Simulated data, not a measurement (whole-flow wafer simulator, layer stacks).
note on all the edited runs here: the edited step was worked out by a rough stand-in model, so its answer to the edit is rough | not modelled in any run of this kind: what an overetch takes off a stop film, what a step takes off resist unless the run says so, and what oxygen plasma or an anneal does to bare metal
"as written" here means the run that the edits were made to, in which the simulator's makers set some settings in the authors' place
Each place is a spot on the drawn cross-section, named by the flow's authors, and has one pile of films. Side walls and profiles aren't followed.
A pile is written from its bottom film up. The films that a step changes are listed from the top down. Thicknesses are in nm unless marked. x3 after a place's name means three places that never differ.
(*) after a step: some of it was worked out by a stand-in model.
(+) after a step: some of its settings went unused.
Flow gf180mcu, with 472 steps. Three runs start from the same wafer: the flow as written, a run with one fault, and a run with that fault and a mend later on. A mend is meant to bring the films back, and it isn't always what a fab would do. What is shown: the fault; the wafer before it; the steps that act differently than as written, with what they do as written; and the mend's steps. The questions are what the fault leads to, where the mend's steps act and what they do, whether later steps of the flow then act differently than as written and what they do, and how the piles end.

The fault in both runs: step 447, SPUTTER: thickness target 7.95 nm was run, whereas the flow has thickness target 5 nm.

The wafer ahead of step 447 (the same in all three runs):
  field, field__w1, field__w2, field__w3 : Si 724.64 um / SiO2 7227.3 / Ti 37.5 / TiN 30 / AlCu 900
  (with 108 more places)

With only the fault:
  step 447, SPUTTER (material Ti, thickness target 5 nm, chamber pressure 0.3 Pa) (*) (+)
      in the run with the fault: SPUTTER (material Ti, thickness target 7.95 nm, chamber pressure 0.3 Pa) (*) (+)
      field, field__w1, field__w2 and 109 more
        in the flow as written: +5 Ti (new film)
        in the run with the fault: +7.95 Ti (new film)
  Steps later in the flow that act otherwise than as written (4 more steps, not shown, differ only slightly: by at most 2% or 0.5 nm, whichever is larger):
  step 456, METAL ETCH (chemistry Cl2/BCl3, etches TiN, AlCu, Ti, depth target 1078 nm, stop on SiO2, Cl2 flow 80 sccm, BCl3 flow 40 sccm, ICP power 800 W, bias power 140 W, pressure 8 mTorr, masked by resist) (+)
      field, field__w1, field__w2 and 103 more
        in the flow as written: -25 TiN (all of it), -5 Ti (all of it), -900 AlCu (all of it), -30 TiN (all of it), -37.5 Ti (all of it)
        in the run with the fault: -25 TiN (all of it), -7.95 Ti (all of it), -900 AlCu (all of it), -30 TiN (all of it), -37.5 Ti (all of it)
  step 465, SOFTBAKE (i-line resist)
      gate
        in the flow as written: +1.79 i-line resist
        in the run with the fault: -0.35 i-line resist
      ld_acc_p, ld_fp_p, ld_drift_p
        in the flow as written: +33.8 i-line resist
        in the run with the fault: +27 i-line resist
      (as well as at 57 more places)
  At field__w8, contact, m1, m1__w1, pad, m1_nw, the piles at the end differ from the flow's by more than 2% or 0.5 nm, whichever is larger.
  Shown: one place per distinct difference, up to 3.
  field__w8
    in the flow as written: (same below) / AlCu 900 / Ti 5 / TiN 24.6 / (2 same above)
    in the run with the fault: (same below) / AlCu 900 / Ti 7.95 / TiN 24.6 / (2 same above)
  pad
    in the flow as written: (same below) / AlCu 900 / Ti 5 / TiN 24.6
    in the run with the fault: (same below) / AlCu 900 / Ti 7.95 / TiN 24.6

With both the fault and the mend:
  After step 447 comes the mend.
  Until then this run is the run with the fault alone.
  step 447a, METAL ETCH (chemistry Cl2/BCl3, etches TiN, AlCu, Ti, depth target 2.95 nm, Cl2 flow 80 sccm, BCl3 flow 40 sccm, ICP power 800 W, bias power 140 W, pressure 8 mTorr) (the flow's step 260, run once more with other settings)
      field, field__w1, field__w2 and 109 more
        -2.95 Ti
  None of the later steps of the flow acts differently than as written at any place that is followed.
  At every place that both follow, the piles at the end match the flow's.
